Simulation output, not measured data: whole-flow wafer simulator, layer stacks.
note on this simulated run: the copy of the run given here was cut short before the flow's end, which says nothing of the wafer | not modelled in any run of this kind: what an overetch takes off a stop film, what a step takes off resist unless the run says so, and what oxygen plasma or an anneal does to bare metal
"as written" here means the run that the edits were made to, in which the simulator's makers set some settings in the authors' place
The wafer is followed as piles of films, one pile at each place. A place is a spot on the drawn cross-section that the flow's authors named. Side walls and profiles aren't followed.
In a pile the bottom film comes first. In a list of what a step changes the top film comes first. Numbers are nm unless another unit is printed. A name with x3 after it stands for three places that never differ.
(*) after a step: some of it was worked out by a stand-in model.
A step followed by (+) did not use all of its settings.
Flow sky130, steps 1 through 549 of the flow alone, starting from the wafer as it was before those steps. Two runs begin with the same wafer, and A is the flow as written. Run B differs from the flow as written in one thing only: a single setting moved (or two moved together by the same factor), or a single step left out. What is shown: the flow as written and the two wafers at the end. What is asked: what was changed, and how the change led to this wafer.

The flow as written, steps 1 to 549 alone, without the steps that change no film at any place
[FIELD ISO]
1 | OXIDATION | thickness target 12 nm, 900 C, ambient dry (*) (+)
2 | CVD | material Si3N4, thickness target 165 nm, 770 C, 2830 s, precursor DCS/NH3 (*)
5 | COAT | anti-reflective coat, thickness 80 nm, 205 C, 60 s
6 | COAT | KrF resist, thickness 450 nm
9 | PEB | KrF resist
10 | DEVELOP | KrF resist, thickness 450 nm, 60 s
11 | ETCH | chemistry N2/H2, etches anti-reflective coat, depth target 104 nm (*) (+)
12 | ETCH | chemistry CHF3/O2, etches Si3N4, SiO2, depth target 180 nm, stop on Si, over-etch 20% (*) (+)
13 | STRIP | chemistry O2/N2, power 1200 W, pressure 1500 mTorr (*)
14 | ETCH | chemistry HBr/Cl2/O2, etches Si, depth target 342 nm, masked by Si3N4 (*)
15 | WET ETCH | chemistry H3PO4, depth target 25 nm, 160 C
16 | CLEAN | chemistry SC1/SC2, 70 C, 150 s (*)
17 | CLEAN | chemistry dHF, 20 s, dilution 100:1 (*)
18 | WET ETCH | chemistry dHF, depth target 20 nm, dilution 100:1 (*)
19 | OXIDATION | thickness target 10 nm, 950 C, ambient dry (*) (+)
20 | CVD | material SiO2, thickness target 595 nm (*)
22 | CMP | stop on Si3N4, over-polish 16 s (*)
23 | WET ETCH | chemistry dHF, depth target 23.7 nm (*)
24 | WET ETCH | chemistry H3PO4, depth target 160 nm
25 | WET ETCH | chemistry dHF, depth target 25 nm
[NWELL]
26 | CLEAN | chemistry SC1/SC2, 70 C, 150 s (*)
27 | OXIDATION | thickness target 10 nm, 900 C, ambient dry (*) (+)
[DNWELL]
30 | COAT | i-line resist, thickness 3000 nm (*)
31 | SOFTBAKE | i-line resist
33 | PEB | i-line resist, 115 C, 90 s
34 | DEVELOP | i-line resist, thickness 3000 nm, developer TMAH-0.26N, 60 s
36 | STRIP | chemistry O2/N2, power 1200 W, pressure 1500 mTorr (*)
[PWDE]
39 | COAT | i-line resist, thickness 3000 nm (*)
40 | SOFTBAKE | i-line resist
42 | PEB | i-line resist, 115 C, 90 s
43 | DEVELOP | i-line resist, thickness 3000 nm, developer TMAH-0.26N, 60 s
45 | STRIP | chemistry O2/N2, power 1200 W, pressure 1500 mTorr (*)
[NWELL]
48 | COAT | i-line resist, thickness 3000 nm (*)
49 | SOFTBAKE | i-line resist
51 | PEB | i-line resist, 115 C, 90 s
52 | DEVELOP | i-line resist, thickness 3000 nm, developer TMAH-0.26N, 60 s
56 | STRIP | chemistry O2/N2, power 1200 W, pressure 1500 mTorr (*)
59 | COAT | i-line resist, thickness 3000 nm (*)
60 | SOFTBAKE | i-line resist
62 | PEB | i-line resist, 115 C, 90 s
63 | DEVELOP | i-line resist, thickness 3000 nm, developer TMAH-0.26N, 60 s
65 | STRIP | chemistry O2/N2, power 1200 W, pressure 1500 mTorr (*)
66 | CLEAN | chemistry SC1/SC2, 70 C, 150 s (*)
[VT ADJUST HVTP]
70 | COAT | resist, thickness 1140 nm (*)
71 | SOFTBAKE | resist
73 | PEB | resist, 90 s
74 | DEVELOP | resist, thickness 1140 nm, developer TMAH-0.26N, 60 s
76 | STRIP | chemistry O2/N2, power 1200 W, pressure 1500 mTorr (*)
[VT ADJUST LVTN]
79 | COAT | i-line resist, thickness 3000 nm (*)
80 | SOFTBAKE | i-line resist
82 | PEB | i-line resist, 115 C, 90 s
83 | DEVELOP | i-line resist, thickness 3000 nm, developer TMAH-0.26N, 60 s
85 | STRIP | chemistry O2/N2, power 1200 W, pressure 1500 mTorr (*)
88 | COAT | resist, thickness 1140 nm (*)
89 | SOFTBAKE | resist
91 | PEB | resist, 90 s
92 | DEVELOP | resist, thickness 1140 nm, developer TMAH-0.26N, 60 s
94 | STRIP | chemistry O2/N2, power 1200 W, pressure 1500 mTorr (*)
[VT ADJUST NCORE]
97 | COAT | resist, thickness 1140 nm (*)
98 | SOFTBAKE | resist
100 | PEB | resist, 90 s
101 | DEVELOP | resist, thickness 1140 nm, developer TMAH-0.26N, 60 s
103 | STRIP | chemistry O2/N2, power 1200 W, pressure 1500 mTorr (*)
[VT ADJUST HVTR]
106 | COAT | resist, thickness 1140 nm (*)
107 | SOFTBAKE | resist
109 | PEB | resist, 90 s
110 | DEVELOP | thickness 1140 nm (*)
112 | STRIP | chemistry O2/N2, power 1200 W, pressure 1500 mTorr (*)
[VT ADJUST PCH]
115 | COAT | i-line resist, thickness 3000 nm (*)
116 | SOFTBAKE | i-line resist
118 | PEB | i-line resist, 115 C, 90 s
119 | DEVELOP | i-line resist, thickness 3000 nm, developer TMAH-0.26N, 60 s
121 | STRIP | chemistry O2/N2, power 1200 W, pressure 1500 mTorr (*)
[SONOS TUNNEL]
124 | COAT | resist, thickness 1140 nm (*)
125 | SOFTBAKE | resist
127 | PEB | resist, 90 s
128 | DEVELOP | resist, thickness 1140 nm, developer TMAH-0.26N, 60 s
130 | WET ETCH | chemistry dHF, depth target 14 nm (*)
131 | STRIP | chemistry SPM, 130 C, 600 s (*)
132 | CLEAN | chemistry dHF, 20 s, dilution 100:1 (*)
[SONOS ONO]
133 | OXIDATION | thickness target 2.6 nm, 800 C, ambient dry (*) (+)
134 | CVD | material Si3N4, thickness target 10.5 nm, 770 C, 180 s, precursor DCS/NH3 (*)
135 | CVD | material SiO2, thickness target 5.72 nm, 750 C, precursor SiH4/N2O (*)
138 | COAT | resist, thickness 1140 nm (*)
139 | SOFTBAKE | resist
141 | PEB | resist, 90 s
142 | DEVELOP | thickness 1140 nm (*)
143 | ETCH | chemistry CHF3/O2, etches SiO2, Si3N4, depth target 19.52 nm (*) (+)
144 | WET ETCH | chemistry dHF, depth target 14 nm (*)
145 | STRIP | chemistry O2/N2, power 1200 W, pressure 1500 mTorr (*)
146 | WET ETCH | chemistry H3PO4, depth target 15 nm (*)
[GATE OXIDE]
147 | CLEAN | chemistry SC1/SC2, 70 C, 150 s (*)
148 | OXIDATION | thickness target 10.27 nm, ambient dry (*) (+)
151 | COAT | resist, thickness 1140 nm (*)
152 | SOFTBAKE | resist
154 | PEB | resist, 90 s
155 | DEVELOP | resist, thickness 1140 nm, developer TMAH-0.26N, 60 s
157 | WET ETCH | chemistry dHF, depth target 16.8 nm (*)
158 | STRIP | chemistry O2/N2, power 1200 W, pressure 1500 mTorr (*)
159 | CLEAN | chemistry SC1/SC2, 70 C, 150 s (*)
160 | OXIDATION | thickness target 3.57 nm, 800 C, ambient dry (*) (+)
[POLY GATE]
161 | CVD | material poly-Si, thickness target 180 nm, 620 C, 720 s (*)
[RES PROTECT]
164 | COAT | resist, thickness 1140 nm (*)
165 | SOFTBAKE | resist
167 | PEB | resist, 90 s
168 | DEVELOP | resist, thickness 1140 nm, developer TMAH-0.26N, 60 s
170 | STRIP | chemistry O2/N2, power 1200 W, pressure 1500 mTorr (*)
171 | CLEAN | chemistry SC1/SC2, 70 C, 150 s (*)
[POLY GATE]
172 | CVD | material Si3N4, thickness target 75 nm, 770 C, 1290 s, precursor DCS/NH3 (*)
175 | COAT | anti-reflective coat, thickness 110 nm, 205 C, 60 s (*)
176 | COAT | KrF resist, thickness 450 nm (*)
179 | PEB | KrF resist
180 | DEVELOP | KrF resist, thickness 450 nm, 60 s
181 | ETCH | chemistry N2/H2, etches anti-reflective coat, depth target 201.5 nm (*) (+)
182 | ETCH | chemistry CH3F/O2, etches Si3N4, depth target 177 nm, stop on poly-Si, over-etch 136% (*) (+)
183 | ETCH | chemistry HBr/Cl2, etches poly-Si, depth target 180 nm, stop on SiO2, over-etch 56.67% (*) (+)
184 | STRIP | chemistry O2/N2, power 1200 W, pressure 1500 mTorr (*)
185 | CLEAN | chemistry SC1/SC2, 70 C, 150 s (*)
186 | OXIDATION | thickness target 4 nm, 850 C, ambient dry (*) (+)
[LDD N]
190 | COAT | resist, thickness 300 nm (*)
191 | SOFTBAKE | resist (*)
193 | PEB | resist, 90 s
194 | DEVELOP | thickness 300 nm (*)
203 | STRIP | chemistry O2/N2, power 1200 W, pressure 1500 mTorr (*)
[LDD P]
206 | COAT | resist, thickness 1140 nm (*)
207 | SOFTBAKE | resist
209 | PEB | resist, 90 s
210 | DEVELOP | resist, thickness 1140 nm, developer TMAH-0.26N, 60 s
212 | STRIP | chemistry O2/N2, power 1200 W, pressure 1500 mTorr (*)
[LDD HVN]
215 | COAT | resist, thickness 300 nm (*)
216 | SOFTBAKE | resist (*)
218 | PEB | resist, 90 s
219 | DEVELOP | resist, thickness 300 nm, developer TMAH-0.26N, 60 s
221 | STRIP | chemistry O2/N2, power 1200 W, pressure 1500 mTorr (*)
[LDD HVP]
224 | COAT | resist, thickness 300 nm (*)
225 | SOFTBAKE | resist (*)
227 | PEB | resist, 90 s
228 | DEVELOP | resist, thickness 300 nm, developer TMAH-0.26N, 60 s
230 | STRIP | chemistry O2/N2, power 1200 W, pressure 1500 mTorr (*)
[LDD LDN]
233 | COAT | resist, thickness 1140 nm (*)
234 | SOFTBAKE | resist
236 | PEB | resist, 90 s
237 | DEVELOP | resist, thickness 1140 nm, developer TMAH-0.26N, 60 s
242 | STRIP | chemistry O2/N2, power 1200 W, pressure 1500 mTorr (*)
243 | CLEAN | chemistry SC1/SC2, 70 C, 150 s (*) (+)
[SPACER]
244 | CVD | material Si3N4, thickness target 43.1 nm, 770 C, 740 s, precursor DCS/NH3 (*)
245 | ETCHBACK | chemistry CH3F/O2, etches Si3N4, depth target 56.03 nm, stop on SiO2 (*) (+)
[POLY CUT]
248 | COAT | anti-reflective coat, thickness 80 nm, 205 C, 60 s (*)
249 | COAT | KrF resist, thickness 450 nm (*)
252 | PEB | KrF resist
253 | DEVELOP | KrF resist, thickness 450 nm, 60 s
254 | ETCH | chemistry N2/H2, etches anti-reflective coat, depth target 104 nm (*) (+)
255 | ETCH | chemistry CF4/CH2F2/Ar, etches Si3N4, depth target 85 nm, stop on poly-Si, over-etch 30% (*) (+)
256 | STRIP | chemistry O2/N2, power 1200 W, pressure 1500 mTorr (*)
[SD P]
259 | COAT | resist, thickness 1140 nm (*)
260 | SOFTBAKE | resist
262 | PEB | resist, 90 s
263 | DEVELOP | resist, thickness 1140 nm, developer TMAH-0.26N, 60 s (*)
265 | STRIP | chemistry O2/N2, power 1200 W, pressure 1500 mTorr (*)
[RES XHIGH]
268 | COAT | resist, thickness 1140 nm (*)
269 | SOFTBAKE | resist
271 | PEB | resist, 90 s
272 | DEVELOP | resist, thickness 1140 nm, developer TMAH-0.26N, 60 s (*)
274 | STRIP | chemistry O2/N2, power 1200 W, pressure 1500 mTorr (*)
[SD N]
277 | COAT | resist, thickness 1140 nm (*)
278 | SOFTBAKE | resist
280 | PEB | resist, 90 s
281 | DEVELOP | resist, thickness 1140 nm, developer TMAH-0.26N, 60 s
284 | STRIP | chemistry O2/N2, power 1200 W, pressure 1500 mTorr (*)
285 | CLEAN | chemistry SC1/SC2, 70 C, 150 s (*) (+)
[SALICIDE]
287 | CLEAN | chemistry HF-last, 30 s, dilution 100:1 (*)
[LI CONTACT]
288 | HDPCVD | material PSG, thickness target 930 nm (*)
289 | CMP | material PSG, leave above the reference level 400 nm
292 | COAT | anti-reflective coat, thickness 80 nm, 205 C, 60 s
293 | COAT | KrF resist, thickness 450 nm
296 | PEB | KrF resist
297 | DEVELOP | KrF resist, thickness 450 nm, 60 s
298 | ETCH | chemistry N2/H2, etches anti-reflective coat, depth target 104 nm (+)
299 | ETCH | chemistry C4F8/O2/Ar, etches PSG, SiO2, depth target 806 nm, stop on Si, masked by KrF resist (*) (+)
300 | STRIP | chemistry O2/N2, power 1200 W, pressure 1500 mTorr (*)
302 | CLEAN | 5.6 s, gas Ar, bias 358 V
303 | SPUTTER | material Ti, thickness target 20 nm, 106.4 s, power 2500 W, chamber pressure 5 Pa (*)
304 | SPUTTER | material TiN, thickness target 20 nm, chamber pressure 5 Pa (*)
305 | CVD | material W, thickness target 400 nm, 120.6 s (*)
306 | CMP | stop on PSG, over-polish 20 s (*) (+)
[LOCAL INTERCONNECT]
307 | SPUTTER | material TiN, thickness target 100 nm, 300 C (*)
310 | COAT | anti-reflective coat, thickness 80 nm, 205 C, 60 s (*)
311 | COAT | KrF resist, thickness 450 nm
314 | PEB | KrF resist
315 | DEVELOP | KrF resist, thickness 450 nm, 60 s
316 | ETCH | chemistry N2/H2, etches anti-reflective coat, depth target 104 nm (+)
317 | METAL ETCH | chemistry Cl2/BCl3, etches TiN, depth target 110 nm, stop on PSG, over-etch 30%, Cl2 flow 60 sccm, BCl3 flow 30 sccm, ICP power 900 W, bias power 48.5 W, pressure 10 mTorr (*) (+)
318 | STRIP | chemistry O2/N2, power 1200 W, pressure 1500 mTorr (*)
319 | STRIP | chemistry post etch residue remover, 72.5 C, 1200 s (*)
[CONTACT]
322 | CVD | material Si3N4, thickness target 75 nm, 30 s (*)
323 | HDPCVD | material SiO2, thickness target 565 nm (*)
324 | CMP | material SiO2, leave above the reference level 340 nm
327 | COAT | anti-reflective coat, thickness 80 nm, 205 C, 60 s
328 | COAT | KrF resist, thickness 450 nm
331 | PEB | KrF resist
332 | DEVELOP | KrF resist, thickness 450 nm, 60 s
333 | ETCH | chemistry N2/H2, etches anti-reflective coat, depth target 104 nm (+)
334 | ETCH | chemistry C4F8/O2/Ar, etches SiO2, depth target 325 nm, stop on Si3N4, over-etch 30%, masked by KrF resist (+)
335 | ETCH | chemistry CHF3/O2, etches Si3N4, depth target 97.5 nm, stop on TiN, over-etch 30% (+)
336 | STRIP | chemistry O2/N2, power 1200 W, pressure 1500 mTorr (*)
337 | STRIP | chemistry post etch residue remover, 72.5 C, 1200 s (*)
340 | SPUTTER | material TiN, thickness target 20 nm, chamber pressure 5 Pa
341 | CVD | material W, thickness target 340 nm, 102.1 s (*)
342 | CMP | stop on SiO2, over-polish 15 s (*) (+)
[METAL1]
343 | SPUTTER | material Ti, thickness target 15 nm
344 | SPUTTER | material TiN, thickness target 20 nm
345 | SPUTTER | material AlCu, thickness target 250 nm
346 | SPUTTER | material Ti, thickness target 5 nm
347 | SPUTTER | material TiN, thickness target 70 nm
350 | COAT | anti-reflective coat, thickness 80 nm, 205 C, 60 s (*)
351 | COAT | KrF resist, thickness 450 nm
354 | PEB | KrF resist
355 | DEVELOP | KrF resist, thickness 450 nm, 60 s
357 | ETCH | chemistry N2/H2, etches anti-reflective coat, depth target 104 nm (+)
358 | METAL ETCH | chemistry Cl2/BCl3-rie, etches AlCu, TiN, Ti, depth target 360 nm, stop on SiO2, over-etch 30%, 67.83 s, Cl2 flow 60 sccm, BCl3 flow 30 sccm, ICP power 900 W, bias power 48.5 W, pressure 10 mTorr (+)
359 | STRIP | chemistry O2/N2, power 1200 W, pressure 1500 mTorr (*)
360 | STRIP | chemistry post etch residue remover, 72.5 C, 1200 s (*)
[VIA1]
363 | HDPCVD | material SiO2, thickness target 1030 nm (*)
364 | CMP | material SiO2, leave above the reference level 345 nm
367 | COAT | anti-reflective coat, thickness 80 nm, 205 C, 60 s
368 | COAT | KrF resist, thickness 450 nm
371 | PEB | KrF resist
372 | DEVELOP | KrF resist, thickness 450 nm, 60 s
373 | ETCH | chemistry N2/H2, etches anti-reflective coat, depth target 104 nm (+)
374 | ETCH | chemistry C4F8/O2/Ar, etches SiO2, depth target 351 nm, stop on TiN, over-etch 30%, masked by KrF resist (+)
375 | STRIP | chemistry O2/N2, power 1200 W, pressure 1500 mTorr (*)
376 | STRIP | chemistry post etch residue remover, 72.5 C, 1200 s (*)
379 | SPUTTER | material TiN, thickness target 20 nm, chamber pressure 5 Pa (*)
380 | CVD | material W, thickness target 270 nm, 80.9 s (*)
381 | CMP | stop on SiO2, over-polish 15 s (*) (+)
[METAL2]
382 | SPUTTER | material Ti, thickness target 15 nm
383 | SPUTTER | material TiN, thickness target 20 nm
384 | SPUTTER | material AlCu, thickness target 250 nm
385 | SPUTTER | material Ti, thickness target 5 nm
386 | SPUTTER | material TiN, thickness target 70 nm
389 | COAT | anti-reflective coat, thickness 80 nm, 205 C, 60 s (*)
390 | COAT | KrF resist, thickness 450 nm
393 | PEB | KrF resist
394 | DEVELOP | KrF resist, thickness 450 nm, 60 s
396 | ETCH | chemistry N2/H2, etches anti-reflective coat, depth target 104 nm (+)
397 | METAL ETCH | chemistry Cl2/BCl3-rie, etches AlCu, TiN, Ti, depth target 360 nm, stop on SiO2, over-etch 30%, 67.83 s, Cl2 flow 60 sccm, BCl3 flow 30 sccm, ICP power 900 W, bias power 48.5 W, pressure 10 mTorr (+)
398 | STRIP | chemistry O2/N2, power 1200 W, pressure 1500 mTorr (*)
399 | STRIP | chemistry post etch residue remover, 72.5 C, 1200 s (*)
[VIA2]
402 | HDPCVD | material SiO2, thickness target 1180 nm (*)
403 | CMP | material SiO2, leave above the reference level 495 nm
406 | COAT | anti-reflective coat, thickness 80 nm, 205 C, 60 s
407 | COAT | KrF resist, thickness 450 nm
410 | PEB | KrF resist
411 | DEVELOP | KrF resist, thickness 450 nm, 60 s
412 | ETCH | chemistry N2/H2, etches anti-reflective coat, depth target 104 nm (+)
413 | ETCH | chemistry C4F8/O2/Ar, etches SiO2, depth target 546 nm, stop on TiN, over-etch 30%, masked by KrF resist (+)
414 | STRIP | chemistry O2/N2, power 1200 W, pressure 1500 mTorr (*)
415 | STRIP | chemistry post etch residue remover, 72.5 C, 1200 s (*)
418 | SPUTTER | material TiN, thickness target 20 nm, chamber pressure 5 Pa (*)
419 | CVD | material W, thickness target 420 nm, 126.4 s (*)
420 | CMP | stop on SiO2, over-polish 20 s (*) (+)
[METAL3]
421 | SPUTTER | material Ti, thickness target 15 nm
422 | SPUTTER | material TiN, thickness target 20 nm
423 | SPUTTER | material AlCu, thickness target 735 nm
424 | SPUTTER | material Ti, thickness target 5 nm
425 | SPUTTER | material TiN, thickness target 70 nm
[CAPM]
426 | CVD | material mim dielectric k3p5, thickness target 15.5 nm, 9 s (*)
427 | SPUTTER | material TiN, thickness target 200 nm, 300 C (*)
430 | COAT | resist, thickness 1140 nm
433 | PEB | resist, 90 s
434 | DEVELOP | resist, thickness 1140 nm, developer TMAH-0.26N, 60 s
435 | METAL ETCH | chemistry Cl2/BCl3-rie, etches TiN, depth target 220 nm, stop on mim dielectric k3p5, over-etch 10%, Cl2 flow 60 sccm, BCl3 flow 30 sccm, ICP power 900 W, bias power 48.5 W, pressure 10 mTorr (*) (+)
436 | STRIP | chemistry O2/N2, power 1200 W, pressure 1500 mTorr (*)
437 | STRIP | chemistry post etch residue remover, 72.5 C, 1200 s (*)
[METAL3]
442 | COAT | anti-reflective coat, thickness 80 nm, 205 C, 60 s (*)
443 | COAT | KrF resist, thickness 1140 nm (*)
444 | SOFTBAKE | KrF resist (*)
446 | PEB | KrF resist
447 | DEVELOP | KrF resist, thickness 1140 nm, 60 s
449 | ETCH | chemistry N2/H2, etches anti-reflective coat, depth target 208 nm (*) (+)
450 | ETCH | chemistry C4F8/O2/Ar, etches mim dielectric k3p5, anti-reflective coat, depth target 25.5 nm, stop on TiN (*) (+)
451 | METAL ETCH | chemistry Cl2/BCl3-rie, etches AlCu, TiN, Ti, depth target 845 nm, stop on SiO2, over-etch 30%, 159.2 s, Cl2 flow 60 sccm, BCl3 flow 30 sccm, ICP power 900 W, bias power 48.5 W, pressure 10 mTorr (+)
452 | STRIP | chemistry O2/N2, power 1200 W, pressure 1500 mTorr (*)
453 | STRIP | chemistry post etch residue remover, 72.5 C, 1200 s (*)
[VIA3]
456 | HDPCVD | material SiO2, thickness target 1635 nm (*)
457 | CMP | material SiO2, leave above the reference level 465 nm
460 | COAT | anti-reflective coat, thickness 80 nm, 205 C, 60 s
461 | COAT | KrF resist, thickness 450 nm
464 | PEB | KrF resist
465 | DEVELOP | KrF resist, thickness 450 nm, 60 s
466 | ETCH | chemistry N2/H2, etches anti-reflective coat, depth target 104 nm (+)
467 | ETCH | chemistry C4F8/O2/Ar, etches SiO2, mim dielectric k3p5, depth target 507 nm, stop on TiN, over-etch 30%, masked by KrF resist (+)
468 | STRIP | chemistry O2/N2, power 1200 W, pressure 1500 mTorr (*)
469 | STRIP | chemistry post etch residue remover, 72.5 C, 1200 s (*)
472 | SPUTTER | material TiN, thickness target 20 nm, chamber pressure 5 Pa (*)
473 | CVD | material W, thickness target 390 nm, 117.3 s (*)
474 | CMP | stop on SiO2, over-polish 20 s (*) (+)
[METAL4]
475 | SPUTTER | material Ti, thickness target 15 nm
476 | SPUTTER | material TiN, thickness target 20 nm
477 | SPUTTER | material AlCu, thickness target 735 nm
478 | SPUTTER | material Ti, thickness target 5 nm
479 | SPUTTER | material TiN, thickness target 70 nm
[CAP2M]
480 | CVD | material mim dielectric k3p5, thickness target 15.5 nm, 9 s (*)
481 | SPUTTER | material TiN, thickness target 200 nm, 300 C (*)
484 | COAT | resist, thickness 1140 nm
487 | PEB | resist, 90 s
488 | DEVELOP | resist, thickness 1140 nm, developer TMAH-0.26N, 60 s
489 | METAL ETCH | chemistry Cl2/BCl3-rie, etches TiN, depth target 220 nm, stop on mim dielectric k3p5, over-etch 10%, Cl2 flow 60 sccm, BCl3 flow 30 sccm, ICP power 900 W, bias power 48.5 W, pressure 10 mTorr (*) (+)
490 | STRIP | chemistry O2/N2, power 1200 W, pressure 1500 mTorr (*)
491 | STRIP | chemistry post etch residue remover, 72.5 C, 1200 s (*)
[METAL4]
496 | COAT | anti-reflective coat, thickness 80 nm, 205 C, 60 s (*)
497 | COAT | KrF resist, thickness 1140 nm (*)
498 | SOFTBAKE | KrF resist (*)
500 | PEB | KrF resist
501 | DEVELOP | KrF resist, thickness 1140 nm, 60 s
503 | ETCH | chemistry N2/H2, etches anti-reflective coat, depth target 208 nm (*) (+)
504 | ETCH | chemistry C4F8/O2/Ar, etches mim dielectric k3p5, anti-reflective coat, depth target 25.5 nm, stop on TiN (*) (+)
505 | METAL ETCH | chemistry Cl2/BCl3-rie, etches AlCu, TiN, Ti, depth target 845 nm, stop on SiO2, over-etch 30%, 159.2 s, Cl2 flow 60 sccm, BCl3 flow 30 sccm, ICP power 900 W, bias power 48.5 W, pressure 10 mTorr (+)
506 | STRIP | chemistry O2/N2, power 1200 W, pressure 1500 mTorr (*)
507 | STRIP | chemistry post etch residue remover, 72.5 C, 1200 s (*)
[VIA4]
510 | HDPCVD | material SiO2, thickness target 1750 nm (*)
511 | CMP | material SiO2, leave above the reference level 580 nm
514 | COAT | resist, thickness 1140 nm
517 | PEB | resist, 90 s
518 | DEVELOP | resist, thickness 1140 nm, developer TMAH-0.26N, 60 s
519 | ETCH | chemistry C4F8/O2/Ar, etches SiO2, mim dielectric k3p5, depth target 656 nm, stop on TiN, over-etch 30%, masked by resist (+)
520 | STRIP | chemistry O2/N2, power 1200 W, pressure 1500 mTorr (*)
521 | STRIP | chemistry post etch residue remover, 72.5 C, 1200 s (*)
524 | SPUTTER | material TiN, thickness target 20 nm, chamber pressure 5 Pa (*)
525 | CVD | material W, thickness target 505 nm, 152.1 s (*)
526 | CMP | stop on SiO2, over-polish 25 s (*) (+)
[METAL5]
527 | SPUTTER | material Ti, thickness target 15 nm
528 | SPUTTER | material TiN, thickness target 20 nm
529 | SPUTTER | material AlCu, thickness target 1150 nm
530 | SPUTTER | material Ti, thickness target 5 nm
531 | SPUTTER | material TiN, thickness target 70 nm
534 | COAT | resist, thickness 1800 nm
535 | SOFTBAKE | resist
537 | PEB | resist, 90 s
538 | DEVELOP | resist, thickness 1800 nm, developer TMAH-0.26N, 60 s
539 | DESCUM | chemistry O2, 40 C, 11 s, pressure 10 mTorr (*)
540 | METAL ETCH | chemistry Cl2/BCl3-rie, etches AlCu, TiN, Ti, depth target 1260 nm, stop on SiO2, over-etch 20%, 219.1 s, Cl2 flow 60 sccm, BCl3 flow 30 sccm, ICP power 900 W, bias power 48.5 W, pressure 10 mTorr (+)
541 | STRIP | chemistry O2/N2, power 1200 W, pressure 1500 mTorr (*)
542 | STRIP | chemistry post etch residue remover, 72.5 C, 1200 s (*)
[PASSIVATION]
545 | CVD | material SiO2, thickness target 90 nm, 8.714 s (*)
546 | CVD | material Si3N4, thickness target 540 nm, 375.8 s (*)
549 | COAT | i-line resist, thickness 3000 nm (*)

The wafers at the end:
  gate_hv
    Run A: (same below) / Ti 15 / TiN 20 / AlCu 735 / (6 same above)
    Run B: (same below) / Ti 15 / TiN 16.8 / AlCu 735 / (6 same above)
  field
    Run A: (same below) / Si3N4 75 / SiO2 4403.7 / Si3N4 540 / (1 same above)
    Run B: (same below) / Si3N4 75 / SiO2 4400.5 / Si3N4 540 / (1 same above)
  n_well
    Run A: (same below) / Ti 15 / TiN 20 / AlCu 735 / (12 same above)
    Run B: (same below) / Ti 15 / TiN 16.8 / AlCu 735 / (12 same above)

The reason: step 476, SPUTTER: thickness target 16.8 nm was run, while the flow as written has thickness target 20 nm.
The wafer itself shows it: gate_hv has TiN 16.8, and step 476 as written asks for 20 nm.

How this came from the change, step by step:
  476 | SPUTTER | material TiN, thickness target 20 nm
      field, active, n_well and 189 more: A +20 TiN (new film) | B +16.8 TiN (new film)
  505 | METAL ETCH | chemistry Cl2/BCl3-rie, etches AlCu, TiN, Ti, depth target 845 nm, stop on SiO2, over-etch 30%, 159.2 s, Cl2 flow 60 sccm, BCl3 flow 30 sccm, ICP power 900 W, bias power 48.5 W, pressure 10 mTorr (+)
      field, active, gate and 70 more: A -70 TiN (all of it), -5 Ti (all of it), -735 AlCu (all of it), -20 TiN (all of it), -15 Ti (all of it), -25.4 SiO2 | B -70 TiN (all of it), -5 Ti (all of it), -735 AlCu (all of it), -16.8 TiN (all of it), -15 Ti (all of it), -25.7 SiO2
      vpp_iso1, mim_edge_plate, m1_ln and 12 more: A -70 TiN (all of it), -5 Ti (all of it), -735 AlCu (all of it), -20 TiN (all of it), -15 Ti (all of it), -25.3 SiO2 | B -70 TiN (all of it), -5 Ti (all of it), -735 AlCu (all of it), -16.8 TiN (all of it), -15 Ti (all of it), -25.7 SiO2
